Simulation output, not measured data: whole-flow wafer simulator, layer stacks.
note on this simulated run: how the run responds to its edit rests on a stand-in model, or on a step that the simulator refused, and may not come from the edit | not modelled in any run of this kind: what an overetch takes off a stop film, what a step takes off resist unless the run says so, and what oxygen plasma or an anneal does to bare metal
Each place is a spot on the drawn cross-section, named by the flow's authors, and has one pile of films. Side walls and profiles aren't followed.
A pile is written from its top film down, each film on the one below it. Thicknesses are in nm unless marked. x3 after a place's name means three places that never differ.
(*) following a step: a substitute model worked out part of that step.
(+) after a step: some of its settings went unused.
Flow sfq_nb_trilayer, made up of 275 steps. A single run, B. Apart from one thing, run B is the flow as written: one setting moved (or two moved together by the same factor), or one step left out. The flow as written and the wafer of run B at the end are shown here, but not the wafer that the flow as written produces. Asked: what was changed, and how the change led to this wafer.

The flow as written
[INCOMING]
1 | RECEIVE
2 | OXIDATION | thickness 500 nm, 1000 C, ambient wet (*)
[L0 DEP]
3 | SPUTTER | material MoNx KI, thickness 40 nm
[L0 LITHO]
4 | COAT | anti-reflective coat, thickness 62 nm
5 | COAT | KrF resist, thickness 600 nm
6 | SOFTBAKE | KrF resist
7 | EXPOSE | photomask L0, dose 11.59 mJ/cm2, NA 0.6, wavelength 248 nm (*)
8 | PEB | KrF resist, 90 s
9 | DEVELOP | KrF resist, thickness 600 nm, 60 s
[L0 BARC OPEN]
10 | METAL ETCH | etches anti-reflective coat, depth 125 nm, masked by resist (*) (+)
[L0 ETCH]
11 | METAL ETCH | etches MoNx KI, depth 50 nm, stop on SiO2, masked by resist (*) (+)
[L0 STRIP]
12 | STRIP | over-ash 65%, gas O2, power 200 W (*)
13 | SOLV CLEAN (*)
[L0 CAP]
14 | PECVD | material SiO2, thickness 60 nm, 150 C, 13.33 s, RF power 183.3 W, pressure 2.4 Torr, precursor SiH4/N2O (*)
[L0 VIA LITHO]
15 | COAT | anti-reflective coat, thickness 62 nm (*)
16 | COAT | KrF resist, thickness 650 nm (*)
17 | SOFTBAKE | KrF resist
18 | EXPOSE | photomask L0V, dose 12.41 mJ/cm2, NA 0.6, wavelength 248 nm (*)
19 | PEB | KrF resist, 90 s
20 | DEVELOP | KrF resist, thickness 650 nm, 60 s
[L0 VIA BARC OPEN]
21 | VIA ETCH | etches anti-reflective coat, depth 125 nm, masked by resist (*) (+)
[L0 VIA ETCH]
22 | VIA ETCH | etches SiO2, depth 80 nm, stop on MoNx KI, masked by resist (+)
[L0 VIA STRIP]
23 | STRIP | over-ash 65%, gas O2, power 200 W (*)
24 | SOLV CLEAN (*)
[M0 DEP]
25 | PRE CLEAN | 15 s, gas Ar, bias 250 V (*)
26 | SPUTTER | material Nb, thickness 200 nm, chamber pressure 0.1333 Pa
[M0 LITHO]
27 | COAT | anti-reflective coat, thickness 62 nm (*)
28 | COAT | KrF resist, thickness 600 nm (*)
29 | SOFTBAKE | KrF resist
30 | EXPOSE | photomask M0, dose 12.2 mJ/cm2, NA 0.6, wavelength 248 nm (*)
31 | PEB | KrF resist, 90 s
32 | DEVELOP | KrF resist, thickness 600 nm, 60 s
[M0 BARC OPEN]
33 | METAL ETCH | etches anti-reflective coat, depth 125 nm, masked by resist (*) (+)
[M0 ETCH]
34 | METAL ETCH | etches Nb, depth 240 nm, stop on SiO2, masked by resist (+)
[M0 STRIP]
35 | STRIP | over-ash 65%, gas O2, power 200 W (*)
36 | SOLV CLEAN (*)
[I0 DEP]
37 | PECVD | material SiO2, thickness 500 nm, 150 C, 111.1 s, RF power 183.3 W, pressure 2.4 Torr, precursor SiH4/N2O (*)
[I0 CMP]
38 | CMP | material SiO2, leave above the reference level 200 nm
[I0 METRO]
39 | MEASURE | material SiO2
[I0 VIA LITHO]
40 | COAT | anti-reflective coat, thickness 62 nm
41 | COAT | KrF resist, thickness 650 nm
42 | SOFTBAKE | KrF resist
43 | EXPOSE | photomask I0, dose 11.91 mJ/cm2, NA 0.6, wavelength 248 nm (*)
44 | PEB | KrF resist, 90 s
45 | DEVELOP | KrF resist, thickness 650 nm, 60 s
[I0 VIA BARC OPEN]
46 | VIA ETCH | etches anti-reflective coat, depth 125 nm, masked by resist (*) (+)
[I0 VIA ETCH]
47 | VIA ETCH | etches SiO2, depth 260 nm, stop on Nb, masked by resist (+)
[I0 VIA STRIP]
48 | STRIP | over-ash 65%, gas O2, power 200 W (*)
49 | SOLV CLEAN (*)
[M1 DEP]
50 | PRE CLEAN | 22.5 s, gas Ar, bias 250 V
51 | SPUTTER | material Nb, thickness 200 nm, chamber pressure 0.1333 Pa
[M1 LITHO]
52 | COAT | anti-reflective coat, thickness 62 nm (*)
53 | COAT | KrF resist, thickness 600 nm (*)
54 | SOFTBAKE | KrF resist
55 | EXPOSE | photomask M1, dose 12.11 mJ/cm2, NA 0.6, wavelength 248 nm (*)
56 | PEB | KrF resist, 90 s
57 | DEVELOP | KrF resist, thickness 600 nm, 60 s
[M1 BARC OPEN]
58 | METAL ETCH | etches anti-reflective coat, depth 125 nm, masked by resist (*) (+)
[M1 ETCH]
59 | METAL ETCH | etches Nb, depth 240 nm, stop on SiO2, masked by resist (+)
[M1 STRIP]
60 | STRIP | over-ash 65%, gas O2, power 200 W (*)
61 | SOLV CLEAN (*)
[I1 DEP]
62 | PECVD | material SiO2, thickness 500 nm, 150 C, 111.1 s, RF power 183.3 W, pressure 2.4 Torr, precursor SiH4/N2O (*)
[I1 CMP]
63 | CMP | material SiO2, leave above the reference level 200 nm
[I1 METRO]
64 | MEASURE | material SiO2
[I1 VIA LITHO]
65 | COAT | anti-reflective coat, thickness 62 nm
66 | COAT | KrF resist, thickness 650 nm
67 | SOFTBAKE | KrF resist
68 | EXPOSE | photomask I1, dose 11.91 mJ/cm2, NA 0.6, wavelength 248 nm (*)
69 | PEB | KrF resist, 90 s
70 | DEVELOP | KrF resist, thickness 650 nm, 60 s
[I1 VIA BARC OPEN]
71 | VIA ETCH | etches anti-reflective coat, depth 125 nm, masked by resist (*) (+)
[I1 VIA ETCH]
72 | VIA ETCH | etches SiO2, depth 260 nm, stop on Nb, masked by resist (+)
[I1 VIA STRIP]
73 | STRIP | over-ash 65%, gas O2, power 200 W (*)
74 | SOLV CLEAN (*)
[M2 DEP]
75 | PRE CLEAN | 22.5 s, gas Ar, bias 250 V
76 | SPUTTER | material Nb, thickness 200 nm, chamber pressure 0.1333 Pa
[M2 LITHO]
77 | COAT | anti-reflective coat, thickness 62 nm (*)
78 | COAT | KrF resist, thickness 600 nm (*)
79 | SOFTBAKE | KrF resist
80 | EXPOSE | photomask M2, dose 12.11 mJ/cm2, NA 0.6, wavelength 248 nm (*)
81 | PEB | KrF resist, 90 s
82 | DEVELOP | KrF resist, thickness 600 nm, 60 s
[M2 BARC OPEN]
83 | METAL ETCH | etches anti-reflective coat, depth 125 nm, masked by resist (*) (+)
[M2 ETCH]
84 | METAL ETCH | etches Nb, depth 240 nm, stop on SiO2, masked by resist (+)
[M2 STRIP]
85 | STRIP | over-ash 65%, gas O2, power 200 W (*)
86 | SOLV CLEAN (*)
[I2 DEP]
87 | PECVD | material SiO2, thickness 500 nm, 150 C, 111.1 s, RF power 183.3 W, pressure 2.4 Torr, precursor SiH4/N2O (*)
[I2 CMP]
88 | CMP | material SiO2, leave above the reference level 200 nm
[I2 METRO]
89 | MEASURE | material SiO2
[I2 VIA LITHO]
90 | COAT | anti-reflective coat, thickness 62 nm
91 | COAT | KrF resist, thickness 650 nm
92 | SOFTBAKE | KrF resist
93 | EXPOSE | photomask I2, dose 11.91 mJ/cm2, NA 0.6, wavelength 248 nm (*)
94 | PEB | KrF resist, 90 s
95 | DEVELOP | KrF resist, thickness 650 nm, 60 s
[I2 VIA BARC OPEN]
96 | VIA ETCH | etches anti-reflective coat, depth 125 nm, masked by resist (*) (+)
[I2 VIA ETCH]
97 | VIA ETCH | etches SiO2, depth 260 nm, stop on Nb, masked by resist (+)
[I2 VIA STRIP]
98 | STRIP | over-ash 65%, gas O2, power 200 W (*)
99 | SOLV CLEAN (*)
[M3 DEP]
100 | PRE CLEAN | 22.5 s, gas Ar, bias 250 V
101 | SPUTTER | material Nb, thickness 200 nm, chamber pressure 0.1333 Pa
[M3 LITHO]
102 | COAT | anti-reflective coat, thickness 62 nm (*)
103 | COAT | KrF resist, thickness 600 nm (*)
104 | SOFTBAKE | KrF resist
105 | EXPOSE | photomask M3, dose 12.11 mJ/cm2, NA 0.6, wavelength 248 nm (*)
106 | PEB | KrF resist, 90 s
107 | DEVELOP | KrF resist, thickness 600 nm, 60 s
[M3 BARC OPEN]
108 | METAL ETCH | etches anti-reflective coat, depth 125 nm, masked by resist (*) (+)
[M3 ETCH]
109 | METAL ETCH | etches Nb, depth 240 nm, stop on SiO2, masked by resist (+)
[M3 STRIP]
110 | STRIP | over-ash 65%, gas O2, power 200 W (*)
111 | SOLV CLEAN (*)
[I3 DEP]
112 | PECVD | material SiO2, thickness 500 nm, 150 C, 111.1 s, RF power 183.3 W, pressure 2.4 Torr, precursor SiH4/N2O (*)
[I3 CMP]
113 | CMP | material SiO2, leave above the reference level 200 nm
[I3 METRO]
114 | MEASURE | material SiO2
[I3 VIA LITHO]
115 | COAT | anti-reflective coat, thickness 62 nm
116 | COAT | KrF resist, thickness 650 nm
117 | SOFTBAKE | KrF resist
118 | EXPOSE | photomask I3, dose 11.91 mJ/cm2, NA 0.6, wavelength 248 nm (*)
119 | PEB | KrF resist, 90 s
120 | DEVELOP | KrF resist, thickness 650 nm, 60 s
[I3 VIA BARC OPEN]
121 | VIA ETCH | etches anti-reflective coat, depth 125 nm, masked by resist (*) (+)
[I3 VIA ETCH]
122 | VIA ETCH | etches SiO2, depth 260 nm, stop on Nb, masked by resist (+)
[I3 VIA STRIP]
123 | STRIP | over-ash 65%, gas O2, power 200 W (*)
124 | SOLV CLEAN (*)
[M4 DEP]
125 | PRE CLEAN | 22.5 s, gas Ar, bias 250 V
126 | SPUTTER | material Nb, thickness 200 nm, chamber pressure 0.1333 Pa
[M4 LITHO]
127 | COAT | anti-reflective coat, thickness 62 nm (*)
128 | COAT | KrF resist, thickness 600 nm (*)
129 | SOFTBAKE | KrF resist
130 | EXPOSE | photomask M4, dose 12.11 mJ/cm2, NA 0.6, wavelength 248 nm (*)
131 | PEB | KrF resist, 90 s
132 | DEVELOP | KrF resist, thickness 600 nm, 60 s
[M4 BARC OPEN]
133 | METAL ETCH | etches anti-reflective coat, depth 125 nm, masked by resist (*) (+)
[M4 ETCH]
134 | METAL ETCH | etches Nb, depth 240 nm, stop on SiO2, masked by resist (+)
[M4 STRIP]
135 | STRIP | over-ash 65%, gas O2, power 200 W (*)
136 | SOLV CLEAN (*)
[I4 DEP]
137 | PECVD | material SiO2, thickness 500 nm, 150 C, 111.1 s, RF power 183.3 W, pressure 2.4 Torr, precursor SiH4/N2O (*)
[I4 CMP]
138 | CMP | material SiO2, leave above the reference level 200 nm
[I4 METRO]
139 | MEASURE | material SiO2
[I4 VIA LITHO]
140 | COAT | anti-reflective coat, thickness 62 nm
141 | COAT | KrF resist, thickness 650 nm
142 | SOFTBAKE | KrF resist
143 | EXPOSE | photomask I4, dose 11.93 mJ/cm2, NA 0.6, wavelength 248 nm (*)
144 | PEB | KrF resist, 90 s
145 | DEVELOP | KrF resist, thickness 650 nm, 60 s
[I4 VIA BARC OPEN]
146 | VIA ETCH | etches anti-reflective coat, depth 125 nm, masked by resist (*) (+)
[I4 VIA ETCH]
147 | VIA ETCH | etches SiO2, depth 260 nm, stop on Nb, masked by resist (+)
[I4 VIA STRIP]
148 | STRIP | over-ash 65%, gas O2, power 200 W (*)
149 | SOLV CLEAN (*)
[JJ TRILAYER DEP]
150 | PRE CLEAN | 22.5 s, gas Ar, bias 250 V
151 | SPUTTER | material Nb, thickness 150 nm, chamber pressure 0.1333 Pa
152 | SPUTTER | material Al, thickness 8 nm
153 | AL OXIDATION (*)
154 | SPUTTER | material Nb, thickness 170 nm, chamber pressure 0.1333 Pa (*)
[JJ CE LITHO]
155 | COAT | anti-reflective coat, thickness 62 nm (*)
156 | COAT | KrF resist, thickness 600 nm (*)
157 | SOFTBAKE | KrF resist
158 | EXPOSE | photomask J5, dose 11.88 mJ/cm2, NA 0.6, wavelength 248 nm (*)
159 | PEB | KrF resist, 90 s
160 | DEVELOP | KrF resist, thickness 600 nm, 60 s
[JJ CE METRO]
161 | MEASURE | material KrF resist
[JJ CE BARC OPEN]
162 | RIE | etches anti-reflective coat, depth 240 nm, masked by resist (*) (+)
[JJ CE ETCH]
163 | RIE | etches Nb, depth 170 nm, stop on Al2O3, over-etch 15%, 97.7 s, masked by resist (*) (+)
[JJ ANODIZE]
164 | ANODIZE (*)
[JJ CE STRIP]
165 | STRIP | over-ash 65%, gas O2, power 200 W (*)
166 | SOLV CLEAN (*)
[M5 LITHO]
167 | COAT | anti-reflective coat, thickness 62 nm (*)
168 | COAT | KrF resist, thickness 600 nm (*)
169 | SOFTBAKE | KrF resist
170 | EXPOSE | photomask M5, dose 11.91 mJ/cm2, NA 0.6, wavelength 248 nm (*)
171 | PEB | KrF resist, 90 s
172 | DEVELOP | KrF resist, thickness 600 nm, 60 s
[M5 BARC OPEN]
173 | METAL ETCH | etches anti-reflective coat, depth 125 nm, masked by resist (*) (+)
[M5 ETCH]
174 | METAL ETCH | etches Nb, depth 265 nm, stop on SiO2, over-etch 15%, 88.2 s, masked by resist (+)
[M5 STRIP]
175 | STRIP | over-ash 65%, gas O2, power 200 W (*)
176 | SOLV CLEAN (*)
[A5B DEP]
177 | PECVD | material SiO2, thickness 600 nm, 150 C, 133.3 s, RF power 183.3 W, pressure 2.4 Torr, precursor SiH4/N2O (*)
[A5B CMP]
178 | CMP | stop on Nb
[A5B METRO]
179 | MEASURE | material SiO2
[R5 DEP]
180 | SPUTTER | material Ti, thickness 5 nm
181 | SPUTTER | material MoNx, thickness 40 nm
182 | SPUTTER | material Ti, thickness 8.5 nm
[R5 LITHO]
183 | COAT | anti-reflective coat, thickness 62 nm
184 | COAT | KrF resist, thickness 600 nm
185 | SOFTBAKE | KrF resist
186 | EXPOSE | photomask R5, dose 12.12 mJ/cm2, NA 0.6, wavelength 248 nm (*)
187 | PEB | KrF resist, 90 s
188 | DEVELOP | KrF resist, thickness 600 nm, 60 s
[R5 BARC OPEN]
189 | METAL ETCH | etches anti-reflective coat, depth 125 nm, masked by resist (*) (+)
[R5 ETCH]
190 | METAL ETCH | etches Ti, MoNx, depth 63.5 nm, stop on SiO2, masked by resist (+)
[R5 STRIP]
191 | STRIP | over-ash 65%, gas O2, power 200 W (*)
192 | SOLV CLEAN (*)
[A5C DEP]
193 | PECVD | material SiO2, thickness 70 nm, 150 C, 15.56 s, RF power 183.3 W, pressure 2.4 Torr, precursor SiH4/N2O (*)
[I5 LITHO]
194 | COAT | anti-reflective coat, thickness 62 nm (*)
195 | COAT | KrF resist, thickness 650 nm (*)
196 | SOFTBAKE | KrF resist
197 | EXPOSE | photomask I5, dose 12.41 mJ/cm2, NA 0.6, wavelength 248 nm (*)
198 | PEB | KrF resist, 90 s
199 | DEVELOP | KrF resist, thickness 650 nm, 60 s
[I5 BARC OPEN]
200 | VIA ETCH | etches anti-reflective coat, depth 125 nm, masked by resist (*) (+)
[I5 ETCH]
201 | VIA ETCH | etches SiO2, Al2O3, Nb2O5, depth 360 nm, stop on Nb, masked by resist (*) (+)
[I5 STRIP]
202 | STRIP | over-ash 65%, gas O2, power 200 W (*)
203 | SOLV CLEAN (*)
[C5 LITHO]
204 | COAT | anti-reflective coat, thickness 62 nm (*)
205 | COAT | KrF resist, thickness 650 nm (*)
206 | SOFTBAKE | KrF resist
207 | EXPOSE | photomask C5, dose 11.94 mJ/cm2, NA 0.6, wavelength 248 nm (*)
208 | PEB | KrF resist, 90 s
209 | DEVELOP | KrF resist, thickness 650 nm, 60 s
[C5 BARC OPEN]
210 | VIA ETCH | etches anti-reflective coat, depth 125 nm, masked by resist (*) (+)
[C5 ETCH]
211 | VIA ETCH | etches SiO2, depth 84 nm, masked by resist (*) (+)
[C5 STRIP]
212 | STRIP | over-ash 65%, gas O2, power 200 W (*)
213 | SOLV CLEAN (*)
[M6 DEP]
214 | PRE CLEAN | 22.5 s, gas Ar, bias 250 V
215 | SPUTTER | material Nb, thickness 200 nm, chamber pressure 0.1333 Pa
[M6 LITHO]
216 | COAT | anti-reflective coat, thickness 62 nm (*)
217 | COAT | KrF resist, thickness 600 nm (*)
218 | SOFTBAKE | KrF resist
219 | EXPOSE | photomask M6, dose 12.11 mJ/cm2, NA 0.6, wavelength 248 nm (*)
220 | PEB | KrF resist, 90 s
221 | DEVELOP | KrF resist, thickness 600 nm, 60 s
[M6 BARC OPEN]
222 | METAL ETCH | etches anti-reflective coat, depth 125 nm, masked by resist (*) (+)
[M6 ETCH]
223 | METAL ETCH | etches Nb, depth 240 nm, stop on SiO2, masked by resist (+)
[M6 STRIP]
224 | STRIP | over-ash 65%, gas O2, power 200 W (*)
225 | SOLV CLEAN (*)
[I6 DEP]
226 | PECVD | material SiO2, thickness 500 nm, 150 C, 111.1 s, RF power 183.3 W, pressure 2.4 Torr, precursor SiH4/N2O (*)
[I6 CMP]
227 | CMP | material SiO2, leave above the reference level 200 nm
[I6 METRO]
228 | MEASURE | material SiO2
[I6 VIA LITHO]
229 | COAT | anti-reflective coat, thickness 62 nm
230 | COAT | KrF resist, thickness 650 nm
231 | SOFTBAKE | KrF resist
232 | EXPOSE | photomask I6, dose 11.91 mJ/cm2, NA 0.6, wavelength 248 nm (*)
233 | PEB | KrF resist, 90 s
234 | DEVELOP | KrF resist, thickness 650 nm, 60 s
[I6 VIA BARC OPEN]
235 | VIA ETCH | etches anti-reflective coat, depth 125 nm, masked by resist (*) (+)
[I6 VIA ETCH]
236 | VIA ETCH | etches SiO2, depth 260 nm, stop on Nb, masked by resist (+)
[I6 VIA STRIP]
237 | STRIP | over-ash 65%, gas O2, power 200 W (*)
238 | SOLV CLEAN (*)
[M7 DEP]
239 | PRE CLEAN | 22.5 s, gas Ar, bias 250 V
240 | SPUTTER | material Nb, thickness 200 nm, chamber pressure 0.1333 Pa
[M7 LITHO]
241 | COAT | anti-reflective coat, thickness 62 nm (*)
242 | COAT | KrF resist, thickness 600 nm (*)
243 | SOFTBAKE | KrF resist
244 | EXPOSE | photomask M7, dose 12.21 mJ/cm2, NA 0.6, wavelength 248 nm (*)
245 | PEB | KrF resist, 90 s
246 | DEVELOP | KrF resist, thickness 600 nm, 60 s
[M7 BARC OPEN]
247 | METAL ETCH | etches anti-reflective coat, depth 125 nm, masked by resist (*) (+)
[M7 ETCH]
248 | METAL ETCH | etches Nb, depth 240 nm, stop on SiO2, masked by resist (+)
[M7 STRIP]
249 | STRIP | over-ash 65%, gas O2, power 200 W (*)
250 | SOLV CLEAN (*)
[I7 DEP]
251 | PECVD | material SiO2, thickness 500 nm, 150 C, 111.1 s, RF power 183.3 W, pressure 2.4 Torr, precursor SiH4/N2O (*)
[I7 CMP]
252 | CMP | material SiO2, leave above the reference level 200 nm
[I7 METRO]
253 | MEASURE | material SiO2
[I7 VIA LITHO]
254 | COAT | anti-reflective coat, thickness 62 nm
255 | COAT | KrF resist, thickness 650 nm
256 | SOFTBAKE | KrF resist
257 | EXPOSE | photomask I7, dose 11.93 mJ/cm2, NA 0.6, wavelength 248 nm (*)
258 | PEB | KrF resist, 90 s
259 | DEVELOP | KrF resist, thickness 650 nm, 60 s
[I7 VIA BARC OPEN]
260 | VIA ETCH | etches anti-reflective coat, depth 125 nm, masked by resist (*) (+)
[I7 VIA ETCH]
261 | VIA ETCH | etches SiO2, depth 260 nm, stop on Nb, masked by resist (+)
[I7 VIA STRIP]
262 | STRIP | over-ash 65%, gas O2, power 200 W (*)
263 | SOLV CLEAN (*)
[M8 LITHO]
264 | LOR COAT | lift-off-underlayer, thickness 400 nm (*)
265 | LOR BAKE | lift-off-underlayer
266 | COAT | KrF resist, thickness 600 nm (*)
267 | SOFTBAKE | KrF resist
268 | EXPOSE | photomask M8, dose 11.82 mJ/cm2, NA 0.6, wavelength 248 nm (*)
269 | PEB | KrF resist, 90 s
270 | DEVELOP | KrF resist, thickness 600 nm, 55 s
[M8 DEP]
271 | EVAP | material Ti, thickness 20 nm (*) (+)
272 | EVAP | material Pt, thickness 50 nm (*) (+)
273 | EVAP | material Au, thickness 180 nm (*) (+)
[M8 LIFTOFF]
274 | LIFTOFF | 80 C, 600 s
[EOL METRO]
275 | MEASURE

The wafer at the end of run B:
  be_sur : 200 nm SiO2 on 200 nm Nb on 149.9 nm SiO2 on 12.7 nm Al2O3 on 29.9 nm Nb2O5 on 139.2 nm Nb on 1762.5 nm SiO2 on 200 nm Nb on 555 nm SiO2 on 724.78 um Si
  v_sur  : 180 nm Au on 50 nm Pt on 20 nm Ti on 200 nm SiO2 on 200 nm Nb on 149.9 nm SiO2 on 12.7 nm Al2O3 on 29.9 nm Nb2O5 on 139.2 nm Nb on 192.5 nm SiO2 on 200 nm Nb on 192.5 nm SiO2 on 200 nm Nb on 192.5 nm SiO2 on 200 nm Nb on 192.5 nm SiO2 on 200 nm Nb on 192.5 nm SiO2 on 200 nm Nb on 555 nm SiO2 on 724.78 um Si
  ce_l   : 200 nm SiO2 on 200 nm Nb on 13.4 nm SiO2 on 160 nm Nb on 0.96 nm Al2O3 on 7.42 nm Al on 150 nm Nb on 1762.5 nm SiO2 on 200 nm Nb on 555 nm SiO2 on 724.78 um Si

What caused this: step 226, PECVD: material SiO2, thickness 500 nm, 150 C, 111.1 s, RF power 183.3 W, pressure 2.4 Torr, precursor SiH4/N2O (*), was skipped.

Step by step, how the change led to this:
  227 | CMP | material SiO2, leave above the reference level 200 nm
      v_sur, via_wl, via_w and 15 more: Nb loses 200 (all of it), SiO2 loses 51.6 (it would be, as written: SiO2 loses 300)
      ce_l, ce_r, wl_jj: Nb loses 200 (all of it), SiO2 loses 41.6 (it would be, as written: SiO2 loses 290)
      (and at 85 other places as well)
  229 | COAT | anti-reflective coat, thickness 62 nm
      wire: anti-reflective coat gains 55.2 (new film) (it would be, as written: anti-reflective coat gains 62 (new film))
      be: anti-reflective coat gains 85.7 (new film) (it would be, as written: anti-reflective coat gains 62 (new film))
      (and at 1 other place as well)
  230 | COAT | KrF resist, thickness 650 nm
      be: KrF resist gains 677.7 (new film) (it would be, as written: KrF resist gains 650 (new film))
  236 | VIA ETCH | etches SiO2, depth 260 nm, stop on Nb, masked by resist (+)
      via_v: SiO2 loses 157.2 (all of it), Al2O3 loses 12.7 (all of it), Nb2O5 loses 29.9 (all of it) (it would be, as written: SiO2 loses 199.8 (all of it))
  237 | STRIP | over-ash 65%, gas O2, power 200 W (*)
      wire: KrF resist loses 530 (all of it), anti-reflective coat loses 55.2 (all of it) (it would be, as written: KrF resist loses 528.6 (all of it), anti-reflective coat loses 62 (all of it))
      be: KrF resist loses 556.3 (all of it), anti-reflective coat loses 85.7 (all of it) (it would be, as written: KrF resist loses 528.6 (all of it), anti-reflective coat loses 62 (all of it))
      (and at 1 other place as well)
  239 | PRE CLEAN | 22.5 s, gas Ar, bias 250 V
      be_r, r_sur, res, r_end, r5r_line_l, r5r_line_c, r5r_line_r: MoNx loses 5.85 (all of it) (it would be, as written: SiO2 loses 7.5)
      be, c5j: Nb loses 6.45 (it would be, as written: SiO2 loses 7.5)
  240 | SPUTTER | material Nb, thickness 200 nm, chamber pressure 0.1333 Pa
      be: Nb gains 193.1 (it would be, as written: Nb gains 200 (new film))
      c5j: Nb gains 200 (it would be, as written: Nb gains 200 (new film))
  241 | COAT | anti-reflective coat, thickness 62 nm (*)
      wire: anti-reflective coat gains 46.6 (new film) (it would be, as written: anti-reflective coat gains 50.3 (new film))
      be: anti-reflective coat gains 86.4 (new film) (it would be, as written: anti-reflective coat gains 60.9 (new film))
      (and at 1 other place as well)
  242 | COAT | KrF resist, thickness 600 nm (*)
      be: KrF resist gains 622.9 (new film) (it would be, as written: KrF resist gains 592.4 (new film))
  248 | METAL ETCH | etches Nb, depth 240 nm, stop on SiO2, masked by resist (+)
      r5r_line_l, r5r_line_c, r5r_line_r: Nb loses 200 (all of it), Ti loses 5 (all of it) (it would be, as written: Nb loses 200 (all of it))
  249 | STRIP | over-ash 65%, gas O2, power 200 W (*)
      wire: KrF resist loses 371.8 (all of it), anti-reflective coat loses 46.6 (all of it) (it would be, as written: KrF resist loses 374.1 (all of it), anti-reflective coat loses 50.3 (all of it))
      be: KrF resist loses 405.2 (all of it), anti-reflective coat loses 86.4 (all of it) (it would be, as written: KrF resist loses 374.8 (all of it), anti-reflective coat loses 60.9 (all of it))
      (and at 1 other place as well)
  252 | CMP | material SiO2, leave above the reference level 200 nm
      r5r_line_l, r5r_line_c, r5r_line_r: SiO2 loses 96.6 (it would be, as written: SiO2 loses 100)
      be: SiO2 loses 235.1 (it would be, as written: SiO2 loses 300)
If metal films that touch count as one body, be_sur has 3 bodies (between them, from the top down: SiO2 149.9 / Al2O3 12.7 / Nb2O5 29.9; SiO2 1762.5); the flow as written gives 4 bodies (between them, from the top down: SiO2 192.5; SiO2 209 / Al2O3 12.7 / Nb2O5 29.9; SiO2 1762.5).
If metal films that touch count as one body, v_sur has 8 bodies (between them, from the top down: SiO2 200; SiO2 149.9 / Al2O3 12.7 / Nb2O5 29.9; SiO2 192.5; SiO2 192.5; SiO2 192.5; SiO2 192.5; SiO2 192.5); the flow as written gives 9 bodies (between them, from the top down: SiO2 200; SiO2 192.5; SiO2 209 / Al2O3 12.7 / Nb2O5 29.9; SiO2 192.5; SiO2 192.5; SiO2 192.5; SiO2 192.5; SiO2 192.5).
If metal films that touch count as one body, ce_l has 4 bodies (between them, from the top down: SiO2 13.4; Al2O3 0.96; SiO2 1762.5); the flow as written gives 5 bodies (between them, from the top down: SiO2 202.5; SiO2 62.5; Al2O3 0.96; SiO2 1762.5).
